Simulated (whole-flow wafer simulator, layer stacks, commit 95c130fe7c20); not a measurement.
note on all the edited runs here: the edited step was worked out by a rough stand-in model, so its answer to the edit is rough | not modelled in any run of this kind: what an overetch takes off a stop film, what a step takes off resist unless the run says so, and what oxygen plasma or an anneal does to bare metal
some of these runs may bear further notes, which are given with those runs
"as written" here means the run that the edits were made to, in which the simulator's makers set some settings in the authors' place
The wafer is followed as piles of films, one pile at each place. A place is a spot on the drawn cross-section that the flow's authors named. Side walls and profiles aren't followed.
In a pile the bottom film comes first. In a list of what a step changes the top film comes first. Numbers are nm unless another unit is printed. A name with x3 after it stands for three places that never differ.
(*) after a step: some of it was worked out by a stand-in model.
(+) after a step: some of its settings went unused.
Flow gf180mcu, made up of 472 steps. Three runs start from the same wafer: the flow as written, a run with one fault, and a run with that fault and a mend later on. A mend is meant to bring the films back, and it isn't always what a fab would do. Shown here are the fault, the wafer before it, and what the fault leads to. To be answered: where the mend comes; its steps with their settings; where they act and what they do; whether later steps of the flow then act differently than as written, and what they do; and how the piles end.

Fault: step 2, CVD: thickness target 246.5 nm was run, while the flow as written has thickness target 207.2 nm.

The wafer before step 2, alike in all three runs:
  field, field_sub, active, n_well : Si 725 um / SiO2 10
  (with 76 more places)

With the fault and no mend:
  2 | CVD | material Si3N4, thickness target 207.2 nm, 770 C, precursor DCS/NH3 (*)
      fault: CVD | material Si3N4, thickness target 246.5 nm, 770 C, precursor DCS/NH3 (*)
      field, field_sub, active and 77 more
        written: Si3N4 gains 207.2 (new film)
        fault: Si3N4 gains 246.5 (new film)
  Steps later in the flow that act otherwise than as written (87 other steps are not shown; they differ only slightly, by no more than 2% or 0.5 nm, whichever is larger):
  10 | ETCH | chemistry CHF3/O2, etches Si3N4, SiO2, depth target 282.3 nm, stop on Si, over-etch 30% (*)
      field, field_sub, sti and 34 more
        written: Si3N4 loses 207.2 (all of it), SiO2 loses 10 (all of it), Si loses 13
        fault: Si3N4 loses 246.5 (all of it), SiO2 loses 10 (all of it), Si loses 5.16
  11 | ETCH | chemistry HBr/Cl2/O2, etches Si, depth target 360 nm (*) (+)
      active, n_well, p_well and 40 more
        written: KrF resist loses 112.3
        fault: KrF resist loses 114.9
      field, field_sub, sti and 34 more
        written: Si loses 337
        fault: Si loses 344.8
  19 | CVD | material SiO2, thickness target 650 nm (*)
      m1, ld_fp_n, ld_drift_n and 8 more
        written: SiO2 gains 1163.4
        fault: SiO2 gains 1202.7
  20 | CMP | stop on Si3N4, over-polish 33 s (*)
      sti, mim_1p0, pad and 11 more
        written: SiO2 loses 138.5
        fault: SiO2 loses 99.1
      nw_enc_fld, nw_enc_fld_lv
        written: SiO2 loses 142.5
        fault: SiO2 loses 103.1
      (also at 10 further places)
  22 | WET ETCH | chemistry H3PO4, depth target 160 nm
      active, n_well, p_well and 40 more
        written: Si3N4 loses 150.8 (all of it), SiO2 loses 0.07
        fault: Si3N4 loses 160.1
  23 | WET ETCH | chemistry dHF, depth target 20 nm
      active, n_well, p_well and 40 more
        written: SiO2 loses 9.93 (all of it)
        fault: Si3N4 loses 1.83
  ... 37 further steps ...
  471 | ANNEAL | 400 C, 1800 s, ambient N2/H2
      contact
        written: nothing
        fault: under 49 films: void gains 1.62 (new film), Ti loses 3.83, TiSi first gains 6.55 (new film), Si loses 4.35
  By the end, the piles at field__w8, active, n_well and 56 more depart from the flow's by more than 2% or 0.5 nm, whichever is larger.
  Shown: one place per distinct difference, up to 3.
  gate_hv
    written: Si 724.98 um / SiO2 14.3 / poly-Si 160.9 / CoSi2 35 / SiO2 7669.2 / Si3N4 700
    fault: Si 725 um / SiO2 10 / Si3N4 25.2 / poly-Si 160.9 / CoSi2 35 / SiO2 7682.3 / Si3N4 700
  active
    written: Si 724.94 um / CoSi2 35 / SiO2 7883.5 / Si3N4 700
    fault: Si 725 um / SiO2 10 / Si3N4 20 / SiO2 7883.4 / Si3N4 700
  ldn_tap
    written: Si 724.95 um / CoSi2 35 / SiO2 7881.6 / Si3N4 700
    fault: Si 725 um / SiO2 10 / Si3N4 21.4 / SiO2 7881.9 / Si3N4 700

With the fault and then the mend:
  The mend follows step 9.
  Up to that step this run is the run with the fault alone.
  9a | STRIP | chemistry O2/N2, power 2160 W, pressure 1700 mTorr (*)
      active, n_well, p_well and 40 more
        KrF resist loses 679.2 (all of it)
  9b | WET ETCH | chemistry H3PO4, depth target 39.36 nm, 160 C
      field, field_sub, active and 77 more
        Si3N4 loses 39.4
  9c | HMDS | 120 C, 60 s (the flow's step 4 again)
      leaves every film unchanged at each place that is followed
  9d | COAT | KrF resist, thickness 700 nm (the flow's step 5 again)
      field, field_sub, active and 77 more
        KrF resist gains 700 (new film)
  9e | SOFTBAKE | KrF resist (the flow's step 6 again)
      leaves every film unchanged at each place that is followed
  9f | EXPOSE | photomask COMP (the flow's step 7 again)
      leaves every film unchanged at each place that is followed
  9g | PEB | KrF resist, 135 C, 90 s (the flow's step 8 again)
      field, field_sub, active and 77 more
        KrF resist loses 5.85
  9h | DEVELOP | thickness 700 nm, 60 s (the flow's step 9 again)
      active, n_well, p_well and 40 more
        KrF resist loses 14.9
      field, field_sub, sti and 34 more
        KrF resist loses 694.2 (all of it)
  None of the later steps of the flow differs from how it acts as written, at any place that is followed, by more than 2% or 0.5 nm, whichever is larger.
  The piles end the same as the flow's at every place that both follow.
